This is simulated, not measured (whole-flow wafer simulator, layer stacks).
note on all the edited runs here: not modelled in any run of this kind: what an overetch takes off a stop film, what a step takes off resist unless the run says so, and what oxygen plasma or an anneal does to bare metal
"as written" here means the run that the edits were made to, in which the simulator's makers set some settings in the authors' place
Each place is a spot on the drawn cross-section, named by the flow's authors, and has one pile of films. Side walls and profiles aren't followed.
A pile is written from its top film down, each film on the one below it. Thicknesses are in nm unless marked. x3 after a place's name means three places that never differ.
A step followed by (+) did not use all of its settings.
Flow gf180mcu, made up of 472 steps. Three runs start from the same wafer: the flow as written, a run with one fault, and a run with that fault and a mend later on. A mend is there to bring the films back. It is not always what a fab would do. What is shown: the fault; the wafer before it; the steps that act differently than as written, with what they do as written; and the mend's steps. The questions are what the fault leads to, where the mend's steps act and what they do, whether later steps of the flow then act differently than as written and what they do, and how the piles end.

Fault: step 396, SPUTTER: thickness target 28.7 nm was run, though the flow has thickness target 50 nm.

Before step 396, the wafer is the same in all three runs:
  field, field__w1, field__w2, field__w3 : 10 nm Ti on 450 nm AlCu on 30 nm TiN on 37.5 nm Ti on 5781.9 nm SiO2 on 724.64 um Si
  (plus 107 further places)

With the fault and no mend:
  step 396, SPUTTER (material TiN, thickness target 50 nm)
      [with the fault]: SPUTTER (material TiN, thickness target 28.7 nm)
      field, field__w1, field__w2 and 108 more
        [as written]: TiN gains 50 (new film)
        [with the fault]: TiN gains 28.7 (new film)
  Later steps of the flow acting differently than as written (1 more step, not shown, differs only slightly: by at most 2% or 0.5 nm, whichever is larger):
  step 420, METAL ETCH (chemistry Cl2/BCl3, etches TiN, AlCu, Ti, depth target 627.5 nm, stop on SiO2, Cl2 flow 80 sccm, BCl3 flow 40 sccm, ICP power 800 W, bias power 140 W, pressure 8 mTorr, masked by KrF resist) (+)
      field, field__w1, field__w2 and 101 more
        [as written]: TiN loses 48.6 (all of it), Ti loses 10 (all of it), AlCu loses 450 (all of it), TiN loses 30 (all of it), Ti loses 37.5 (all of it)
        [with the fault]: TiN loses 27.3 (all of it), Ti loses 10 (all of it), AlCu loses 450 (all of it), TiN loses 30 (all of it), Ti loses 37.5 (all of it)
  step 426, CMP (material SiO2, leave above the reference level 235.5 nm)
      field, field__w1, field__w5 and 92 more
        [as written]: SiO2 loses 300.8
        [with the fault]: SiO2 loses 322.1
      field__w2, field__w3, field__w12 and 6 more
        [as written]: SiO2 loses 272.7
        [with the fault]: SiO2 loses 294.9
  At field__w4, field__w8, contact, m1, m1__w1, mim, mim_1p0, m1_nw, the piles at the end differ from the flow's by more than 2% or 0.5 nm, whichever is larger.
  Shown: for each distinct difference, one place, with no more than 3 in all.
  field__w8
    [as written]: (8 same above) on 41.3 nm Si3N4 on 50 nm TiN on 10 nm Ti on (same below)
    [with the fault]: (8 same above) on 41.3 nm Si3N4 on 28.7 nm TiN on 10 nm Ti on (same below)
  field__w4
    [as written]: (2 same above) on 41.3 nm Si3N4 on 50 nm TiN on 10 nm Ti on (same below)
    [with the fault]: (2 same above) on 41.3 nm Si3N4 on 28.7 nm TiN on 10 nm Ti on (same below)
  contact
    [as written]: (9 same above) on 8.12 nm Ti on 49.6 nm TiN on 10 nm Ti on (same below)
    [with the fault]: (9 same above) on 8.12 nm Ti on 28.3 nm TiN on 10 nm Ti on (same below)

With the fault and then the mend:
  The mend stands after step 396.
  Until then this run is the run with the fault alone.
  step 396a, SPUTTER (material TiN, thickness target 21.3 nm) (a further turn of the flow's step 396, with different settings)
      field, field__w1, field__w2 and 108 more
        TiN gains 21.3
  Later steps of the flow that are run all act as written at every place that is followed.
  At every place that both follow, the piles at the end match the flow's.
